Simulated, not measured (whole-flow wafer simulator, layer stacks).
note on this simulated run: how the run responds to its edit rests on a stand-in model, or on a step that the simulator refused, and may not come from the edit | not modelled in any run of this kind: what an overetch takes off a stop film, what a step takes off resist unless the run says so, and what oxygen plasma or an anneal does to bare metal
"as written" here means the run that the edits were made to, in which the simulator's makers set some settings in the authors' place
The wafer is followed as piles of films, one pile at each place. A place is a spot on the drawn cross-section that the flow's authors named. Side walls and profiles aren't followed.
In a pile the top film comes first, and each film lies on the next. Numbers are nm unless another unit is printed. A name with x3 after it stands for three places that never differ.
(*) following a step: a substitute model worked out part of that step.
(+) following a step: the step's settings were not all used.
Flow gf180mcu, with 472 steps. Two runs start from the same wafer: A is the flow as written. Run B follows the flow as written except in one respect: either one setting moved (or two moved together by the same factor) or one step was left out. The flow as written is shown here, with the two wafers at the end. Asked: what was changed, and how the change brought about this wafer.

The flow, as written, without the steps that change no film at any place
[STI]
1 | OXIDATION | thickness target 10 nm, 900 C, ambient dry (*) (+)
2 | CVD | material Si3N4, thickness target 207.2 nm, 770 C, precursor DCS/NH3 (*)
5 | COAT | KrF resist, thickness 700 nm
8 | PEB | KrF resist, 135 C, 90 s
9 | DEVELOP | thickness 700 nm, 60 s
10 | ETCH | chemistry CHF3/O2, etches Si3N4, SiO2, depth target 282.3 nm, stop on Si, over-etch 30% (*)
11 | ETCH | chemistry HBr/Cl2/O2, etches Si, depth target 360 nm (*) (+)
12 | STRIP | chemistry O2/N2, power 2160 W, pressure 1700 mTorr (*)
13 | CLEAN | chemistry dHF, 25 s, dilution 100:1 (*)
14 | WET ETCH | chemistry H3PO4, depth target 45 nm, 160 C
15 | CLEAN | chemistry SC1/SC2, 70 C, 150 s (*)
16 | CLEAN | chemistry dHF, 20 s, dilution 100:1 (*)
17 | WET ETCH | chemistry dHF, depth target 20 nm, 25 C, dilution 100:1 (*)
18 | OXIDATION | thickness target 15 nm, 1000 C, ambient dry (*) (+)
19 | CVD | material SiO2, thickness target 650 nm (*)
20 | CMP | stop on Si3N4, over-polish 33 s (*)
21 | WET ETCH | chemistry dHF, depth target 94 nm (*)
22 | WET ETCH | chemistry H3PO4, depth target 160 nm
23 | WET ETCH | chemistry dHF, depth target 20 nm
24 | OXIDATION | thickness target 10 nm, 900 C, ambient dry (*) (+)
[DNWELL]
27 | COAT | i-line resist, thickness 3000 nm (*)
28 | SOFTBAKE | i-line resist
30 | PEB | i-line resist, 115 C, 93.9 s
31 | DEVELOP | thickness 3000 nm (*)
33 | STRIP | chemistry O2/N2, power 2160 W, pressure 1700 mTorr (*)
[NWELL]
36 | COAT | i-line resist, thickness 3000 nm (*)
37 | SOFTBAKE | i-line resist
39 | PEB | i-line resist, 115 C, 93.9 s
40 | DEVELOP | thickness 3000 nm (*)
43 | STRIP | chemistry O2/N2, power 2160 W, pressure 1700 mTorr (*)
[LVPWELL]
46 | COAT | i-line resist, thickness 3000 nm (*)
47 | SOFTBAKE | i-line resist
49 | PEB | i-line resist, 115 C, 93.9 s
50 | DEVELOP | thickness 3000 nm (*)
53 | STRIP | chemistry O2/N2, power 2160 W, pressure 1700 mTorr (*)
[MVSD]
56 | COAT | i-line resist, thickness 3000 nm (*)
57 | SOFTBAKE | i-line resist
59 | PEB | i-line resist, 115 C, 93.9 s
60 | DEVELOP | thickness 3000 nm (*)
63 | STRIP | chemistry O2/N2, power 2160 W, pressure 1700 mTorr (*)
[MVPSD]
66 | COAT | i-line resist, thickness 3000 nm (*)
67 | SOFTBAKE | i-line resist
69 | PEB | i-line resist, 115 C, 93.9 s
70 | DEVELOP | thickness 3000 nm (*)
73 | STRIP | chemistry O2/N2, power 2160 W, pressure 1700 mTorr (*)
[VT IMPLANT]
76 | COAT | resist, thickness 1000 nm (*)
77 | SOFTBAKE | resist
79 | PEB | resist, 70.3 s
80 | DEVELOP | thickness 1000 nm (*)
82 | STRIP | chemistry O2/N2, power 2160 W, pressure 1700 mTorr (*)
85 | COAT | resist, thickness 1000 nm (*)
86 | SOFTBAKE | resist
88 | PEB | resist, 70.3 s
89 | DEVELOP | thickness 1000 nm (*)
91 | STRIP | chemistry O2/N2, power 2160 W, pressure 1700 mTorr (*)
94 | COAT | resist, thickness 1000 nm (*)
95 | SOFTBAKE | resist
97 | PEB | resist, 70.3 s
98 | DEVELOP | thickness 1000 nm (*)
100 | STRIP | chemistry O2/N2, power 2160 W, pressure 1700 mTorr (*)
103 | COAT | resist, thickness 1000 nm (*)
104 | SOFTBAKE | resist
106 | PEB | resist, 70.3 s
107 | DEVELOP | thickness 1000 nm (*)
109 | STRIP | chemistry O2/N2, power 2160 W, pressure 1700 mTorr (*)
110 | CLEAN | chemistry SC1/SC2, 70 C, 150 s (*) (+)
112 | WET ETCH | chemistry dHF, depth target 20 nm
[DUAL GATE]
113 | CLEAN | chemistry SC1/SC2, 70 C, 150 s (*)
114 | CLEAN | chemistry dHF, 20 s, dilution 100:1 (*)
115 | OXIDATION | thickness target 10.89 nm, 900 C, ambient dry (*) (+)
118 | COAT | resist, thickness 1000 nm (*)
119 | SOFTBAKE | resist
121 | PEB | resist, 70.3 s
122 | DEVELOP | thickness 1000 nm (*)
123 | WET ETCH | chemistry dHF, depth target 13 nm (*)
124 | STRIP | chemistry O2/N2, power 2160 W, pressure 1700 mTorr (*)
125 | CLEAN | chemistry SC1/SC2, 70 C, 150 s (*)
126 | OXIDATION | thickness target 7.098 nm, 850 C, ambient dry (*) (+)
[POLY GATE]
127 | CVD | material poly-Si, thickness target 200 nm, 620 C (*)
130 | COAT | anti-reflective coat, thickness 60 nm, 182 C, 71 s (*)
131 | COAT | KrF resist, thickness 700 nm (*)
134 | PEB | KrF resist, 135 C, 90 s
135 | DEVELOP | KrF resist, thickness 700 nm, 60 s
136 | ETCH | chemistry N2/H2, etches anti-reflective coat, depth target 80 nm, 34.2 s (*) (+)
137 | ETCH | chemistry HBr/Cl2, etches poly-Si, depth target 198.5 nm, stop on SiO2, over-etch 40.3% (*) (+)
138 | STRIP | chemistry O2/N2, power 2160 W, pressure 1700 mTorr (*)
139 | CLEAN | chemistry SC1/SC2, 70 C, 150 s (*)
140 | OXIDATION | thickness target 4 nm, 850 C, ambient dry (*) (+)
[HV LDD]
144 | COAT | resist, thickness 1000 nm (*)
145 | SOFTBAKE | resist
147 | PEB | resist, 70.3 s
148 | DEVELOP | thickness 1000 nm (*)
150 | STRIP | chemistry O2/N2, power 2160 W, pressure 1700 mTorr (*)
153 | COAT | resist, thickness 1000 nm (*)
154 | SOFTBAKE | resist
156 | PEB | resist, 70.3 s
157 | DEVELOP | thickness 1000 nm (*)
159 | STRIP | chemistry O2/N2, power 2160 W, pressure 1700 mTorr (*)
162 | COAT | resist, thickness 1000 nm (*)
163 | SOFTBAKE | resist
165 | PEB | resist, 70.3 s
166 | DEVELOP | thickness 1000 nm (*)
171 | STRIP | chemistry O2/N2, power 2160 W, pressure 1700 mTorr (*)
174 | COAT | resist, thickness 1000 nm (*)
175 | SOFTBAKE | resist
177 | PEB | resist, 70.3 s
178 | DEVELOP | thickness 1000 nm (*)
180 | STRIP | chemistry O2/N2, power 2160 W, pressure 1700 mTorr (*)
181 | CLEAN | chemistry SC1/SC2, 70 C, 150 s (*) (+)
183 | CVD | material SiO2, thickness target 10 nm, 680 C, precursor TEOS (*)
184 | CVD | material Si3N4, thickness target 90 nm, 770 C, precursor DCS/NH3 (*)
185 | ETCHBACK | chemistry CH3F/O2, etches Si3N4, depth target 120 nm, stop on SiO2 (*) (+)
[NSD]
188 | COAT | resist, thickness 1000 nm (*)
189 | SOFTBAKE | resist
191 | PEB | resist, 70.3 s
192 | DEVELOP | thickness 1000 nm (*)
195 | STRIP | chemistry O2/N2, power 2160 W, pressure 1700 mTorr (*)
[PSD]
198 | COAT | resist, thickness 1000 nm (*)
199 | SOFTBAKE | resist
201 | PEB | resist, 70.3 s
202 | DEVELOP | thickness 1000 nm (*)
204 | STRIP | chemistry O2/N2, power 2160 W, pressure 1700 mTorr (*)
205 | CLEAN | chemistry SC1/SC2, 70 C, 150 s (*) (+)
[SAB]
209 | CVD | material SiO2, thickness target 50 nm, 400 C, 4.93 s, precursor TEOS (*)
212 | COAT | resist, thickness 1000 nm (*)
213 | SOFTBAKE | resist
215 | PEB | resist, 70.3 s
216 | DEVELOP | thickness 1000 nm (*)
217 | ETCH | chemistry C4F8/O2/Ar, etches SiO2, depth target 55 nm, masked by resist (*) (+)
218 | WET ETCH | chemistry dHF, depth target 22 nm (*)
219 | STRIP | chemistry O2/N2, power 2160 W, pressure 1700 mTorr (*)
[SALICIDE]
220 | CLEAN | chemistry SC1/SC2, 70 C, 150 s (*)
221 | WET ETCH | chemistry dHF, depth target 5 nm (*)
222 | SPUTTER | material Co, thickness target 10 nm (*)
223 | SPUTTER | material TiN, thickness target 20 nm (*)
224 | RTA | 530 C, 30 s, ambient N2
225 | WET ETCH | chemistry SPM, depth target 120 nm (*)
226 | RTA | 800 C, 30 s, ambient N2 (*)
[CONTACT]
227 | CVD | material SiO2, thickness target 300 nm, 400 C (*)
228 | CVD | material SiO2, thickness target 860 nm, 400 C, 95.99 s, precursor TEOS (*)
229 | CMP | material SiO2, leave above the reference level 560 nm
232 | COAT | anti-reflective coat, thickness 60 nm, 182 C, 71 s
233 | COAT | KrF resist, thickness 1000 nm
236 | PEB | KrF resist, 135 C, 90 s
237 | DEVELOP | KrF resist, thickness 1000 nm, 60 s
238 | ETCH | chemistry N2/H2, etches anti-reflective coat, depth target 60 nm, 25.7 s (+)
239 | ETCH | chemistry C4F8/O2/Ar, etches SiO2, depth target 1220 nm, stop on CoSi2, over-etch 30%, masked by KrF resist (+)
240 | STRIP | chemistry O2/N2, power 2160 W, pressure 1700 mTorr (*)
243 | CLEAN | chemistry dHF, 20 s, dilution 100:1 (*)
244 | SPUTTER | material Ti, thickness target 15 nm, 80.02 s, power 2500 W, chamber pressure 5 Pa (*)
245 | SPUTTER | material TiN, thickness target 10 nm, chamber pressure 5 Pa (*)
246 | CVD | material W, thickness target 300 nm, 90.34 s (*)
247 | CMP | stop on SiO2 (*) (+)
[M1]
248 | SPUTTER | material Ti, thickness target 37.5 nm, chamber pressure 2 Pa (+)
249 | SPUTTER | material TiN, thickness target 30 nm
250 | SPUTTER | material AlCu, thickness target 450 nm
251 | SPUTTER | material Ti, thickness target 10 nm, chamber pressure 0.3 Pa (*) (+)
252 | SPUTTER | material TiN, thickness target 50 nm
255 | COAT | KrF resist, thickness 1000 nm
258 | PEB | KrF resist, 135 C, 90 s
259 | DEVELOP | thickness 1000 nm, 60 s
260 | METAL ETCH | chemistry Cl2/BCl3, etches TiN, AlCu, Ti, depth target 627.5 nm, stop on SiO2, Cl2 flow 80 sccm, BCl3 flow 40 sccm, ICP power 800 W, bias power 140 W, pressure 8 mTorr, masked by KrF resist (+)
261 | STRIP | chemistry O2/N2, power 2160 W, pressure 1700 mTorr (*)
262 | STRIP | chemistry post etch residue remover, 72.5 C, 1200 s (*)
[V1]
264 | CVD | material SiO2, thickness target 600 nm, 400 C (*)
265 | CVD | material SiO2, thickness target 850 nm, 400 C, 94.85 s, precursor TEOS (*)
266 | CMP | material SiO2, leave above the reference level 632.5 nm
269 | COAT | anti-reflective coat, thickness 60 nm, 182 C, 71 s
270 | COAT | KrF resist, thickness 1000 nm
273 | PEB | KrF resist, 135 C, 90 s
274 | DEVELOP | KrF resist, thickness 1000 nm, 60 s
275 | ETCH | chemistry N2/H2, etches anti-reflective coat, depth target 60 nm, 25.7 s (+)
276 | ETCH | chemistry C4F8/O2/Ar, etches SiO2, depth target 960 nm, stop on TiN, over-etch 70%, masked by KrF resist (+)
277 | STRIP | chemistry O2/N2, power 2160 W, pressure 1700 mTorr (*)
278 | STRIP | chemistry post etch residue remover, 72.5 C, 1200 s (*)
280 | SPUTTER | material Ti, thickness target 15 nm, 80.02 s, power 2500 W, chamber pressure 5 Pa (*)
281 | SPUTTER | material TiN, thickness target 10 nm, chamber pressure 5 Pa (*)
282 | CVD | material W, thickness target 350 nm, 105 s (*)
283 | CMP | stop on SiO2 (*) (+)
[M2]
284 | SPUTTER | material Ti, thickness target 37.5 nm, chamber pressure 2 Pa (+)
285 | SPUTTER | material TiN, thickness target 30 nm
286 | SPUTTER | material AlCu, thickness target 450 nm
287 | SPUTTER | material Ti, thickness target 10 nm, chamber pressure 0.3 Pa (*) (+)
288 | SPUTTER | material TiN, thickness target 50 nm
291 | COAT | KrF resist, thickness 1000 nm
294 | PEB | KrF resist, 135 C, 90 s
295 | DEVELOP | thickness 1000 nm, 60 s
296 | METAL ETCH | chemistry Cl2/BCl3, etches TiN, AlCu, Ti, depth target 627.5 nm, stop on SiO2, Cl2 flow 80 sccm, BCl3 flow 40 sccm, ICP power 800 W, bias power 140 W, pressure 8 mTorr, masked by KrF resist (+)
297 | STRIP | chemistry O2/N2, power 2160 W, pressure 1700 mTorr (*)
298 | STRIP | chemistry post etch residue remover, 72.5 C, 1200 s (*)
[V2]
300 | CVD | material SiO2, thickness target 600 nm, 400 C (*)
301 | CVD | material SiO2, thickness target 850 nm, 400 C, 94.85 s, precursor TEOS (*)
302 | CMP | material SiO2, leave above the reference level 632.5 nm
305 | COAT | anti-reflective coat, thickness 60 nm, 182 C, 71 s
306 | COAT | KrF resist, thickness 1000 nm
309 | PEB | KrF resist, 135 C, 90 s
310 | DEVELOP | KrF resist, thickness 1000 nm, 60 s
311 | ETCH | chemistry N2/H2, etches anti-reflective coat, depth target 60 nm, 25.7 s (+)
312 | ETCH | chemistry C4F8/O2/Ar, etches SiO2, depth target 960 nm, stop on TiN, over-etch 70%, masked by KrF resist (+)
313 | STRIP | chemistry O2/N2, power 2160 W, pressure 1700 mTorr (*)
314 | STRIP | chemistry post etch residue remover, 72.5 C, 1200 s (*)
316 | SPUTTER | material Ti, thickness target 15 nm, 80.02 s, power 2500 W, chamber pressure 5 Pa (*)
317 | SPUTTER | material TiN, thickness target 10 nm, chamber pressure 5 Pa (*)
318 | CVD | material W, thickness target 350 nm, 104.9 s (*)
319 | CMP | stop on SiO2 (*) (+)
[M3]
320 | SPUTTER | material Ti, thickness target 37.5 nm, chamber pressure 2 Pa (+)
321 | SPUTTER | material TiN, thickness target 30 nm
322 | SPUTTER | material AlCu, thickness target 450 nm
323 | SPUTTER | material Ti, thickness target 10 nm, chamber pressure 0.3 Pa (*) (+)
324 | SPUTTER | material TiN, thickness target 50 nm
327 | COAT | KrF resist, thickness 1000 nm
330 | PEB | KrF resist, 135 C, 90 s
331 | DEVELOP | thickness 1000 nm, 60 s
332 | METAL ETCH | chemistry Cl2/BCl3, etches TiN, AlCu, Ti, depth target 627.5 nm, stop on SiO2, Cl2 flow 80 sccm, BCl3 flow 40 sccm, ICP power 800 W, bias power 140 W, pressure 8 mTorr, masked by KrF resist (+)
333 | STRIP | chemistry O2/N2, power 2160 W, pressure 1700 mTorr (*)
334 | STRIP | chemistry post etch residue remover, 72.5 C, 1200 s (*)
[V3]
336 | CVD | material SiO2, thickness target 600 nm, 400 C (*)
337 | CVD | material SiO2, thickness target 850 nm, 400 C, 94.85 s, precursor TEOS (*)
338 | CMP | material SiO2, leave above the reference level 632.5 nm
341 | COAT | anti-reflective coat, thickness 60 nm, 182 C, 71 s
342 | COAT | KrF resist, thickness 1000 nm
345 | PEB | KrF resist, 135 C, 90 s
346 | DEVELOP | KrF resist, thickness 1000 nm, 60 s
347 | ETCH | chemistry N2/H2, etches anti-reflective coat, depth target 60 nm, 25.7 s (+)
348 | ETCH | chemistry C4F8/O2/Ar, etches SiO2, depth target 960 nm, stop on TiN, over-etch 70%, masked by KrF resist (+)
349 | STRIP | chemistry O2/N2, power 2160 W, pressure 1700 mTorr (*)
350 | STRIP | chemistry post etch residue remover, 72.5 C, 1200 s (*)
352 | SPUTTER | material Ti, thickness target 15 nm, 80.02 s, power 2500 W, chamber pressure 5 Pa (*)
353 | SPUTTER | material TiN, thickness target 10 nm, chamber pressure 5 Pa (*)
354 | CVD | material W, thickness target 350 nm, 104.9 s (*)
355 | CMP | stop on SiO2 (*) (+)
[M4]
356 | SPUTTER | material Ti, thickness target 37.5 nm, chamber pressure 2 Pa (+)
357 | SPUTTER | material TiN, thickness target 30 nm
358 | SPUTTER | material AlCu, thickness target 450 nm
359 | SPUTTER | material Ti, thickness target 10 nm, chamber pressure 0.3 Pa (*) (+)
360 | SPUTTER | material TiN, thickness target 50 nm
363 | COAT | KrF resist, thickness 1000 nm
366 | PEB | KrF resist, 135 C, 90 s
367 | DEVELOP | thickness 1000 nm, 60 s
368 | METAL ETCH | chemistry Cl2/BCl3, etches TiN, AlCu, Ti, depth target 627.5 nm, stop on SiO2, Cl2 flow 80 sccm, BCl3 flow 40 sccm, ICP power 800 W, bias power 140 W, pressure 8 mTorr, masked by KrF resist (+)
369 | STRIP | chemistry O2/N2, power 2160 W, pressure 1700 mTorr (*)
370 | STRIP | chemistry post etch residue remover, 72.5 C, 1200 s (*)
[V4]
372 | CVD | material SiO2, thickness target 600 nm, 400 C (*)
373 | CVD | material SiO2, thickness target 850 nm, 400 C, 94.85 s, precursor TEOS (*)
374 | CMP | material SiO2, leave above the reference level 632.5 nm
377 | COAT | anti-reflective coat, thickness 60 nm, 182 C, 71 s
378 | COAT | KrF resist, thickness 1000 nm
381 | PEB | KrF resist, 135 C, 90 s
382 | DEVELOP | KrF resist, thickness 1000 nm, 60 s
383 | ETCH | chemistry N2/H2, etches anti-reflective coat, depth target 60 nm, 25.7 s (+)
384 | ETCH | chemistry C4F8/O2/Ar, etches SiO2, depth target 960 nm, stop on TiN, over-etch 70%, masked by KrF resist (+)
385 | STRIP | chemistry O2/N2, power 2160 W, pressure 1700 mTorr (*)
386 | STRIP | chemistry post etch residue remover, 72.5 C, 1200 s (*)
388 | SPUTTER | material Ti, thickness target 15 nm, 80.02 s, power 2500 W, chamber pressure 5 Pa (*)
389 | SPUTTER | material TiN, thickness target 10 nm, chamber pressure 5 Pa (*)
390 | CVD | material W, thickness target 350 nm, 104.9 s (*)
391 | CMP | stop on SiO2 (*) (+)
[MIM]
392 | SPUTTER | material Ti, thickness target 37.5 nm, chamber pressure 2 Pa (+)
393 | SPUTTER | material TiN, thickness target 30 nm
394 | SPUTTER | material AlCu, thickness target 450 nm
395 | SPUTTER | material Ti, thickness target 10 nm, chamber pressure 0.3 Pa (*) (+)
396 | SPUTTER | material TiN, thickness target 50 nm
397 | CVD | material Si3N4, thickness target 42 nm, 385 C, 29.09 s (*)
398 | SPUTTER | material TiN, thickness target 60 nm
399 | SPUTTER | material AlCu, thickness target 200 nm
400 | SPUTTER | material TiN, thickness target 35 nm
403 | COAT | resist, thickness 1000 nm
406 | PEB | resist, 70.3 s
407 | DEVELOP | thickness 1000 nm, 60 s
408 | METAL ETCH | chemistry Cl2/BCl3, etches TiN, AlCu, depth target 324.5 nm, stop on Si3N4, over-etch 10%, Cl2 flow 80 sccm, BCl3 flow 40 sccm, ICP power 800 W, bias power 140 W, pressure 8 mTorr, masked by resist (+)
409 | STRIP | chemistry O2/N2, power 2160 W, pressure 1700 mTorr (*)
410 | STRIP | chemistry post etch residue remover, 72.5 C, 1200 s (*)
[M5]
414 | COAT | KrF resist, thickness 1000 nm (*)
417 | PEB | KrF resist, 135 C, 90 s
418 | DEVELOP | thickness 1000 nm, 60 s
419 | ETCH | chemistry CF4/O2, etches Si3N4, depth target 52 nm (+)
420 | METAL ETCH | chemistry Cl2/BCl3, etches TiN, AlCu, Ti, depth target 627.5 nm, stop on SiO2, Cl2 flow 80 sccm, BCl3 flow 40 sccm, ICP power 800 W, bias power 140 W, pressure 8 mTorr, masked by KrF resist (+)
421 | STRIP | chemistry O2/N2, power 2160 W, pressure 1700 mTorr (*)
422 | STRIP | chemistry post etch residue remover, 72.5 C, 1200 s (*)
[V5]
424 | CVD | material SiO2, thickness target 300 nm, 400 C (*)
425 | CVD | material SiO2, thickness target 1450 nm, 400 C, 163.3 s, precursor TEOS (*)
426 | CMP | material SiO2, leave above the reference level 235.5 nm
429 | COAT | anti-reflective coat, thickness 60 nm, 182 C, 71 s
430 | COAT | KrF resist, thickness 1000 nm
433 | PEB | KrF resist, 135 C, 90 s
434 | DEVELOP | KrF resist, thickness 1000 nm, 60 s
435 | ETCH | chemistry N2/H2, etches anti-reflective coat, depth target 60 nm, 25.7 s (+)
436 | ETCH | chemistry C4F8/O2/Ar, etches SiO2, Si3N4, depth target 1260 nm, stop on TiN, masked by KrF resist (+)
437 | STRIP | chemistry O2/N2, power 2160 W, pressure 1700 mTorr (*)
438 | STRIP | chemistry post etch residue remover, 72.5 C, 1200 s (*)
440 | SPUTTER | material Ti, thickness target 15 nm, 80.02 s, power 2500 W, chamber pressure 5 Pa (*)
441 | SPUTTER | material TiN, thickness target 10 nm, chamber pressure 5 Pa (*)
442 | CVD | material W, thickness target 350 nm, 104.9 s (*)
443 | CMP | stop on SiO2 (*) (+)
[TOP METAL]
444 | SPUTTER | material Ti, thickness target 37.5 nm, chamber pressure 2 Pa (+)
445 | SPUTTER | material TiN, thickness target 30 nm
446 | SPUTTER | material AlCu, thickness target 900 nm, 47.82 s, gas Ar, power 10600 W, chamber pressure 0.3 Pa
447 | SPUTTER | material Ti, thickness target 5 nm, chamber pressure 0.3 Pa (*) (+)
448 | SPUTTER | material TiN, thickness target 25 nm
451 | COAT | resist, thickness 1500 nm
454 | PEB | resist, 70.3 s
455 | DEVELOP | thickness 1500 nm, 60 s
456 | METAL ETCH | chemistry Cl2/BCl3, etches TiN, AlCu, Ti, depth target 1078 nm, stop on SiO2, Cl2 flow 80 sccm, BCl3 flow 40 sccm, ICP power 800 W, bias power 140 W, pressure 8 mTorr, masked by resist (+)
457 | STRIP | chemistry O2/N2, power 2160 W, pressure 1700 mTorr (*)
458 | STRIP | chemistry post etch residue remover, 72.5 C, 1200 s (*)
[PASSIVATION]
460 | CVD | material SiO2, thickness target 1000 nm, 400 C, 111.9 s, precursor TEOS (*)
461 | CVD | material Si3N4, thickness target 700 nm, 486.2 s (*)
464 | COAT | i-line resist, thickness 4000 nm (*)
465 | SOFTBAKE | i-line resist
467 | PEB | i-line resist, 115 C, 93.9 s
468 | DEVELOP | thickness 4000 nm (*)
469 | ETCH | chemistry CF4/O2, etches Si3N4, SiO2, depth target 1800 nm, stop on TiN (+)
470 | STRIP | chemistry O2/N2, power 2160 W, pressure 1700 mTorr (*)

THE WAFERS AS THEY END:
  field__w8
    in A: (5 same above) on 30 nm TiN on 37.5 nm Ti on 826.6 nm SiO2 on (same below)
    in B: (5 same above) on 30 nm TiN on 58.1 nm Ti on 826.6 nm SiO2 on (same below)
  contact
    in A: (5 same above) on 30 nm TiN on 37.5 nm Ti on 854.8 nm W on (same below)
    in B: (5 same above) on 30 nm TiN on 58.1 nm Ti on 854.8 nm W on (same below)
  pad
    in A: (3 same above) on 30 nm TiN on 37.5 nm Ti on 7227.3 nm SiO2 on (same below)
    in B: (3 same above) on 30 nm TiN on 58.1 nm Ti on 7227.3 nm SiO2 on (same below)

What caused this: step 444, SPUTTER: thickness target 58.1 nm was run, though the flow has thickness target 37.5 nm.
The wafer lets one read it off: field__w8 has Ti 58.1, and step 444 as written asks for 37.5 nm.

The path from the change to this, step by step:
  444 | SPUTTER | material Ti, thickness target 37.5 nm, chamber pressure 2 Pa (+)
      field, field__w1, field__w2 and 109 more: A +37.5 Ti (new film) | B +58.1 Ti (new film)
  456 | METAL ETCH | chemistry Cl2/BCl3, etches TiN, AlCu, Ti, depth target 1078 nm, stop on SiO2, Cl2 flow 80 sccm, BCl3 flow 40 sccm, ICP power 800 W, bias power 140 W, pressure 8 mTorr, masked by resist (+)
      field, field__w1, field__w2 and 103 more: A -25 TiN (all of it), -5 Ti (all of it), -900 AlCu (all of it), -30 TiN (all of it), -37.5 Ti (all of it) | B -25 TiN (all of it), -5 Ti (all of it), -900 AlCu (all of it), -30 TiN (all of it), -58.1 Ti (all of it)
  465 | SOFTBAKE | i-line resist
      gate: A +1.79 i-line resist | B -0.21 i-line resist
      ld_fp_p, ld_drift_p: A +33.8 i-line resist | B +27.8 i-line resist
      (as well as at 63 more places)
